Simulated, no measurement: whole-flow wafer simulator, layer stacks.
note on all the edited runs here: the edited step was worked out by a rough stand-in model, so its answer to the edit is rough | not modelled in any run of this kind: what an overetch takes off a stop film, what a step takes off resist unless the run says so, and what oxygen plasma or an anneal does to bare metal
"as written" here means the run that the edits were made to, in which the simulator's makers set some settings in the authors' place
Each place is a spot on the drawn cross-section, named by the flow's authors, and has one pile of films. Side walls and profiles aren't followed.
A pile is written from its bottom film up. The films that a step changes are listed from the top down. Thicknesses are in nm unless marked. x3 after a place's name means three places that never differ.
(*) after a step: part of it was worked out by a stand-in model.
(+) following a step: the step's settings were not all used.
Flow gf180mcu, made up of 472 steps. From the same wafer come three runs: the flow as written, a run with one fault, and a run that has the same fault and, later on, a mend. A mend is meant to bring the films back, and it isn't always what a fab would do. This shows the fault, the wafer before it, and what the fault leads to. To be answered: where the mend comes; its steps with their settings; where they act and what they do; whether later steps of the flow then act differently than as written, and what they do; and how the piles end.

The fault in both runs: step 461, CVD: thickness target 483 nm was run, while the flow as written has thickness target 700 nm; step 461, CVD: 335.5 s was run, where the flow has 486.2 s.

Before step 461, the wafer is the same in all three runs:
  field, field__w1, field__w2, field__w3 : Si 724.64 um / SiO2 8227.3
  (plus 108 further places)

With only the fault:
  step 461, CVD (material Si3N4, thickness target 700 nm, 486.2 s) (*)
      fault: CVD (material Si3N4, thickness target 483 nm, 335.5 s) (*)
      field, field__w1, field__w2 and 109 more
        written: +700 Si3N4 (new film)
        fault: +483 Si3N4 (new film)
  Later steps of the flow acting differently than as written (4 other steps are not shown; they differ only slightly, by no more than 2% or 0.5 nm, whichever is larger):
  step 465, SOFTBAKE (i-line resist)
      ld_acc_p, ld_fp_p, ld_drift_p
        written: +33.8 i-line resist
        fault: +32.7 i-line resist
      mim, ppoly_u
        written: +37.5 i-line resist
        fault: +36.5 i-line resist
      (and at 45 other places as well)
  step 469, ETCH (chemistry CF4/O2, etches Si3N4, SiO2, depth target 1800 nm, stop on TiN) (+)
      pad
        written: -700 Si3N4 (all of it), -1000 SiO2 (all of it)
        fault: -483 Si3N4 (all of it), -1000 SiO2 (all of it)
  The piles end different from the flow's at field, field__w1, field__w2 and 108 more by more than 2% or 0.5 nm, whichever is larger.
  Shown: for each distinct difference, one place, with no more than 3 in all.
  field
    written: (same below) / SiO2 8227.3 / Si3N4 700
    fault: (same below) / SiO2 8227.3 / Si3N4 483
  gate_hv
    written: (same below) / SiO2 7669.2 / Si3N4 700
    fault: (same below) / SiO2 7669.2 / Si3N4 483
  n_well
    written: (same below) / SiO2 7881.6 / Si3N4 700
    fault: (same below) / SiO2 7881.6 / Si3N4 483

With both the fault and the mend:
  After step 468 comes the mend.
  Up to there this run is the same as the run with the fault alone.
  step 468a, STRIP (chemistry O2/N2, power 2160 W, pressure 1700 mTorr) (*)
      iso_ptap_pw, iso_ntap_nw, iso_nw_fld and 33 more
        -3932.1 i-line resist (all of it)
      p_well, sti, spacer, sd_n, mim_1p0, dice_street
        -3938.1 i-line resist (all of it)
      field__w2, field__w3, field__w6, field__w12
        -3985.1 i-line resist (all of it)
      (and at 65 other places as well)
  step 468b, CVD (material Si3N4, thickness target 217 nm, 150.7 s) (*) (a further turn of the flow's step 461, with different settings)
      field, field__w1, field__w2 and 109 more
        +217.1 Si3N4
  step 468c, HMDS (120 C, 60 s) (a further turn of the flow's step 463)
      alters no film at any place that is followed
  step 468d, COAT (i-line resist, thickness 4000 nm) (*) (a further turn of the flow's step 464)
      iso_ptap_pw, iso_ntap_nw, iso_nw_fld and 33 more
        +4000 i-line resist (new film)
      field__w5, field__w9, field__w11, field__w13, gate_p_hv, nplus_u
        +4017 i-line resist (new film)
      p_well, sti, spacer, sd_n, mim_1p0, dice_street
        +4006.3 i-line resist (new film)
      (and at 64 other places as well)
  step 468e, SOFTBAKE (i-line resist) (a further turn of the flow's step 465)
      field__w11, field__w13, mim, ppoly_u
        +37.5 i-line resist
      ld_fp_p, ld_drift_p, ld_drn_p
        +33.8 i-line resist
      field__w2, field_sub__w3
        +33.3 i-line resist
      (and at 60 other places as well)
  step 468f, EXPOSE (photomask Pad) (a further turn of the flow's step 466)
      alters no film at any place that is followed
  step 468g, PEB (i-line resist, 115 C, 93.9 s) (a further turn of the flow's step 467)
      iso_ptap_pw, iso_ntap_nw, iso_nw_fld and 33 more
        -67.9 i-line resist
      field, field__w2, field__w3 and 25 more
        -68.8 i-line resist
      field_sub, field_sub__w1, field_sub__w2 and 23 more
        -68.7 i-line resist
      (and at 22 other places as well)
  step 468h, DEVELOP (thickness 4000 nm) (*) (a further turn of the flow's step 468)
      field__w7, field__w9, field_sub__w1 and 13 more
        -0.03 i-line resist
      pad
        -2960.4 i-line resist (all of it)
  Every later step of the flow that is run acts as written, at every place that is followed, to within 2% or 0.5 nm, whichever is larger.
  When the end is reached, the piles differ only a little from the flow's at the places that both follow, at most by 2% or 0.5 nm, whichever is larger.
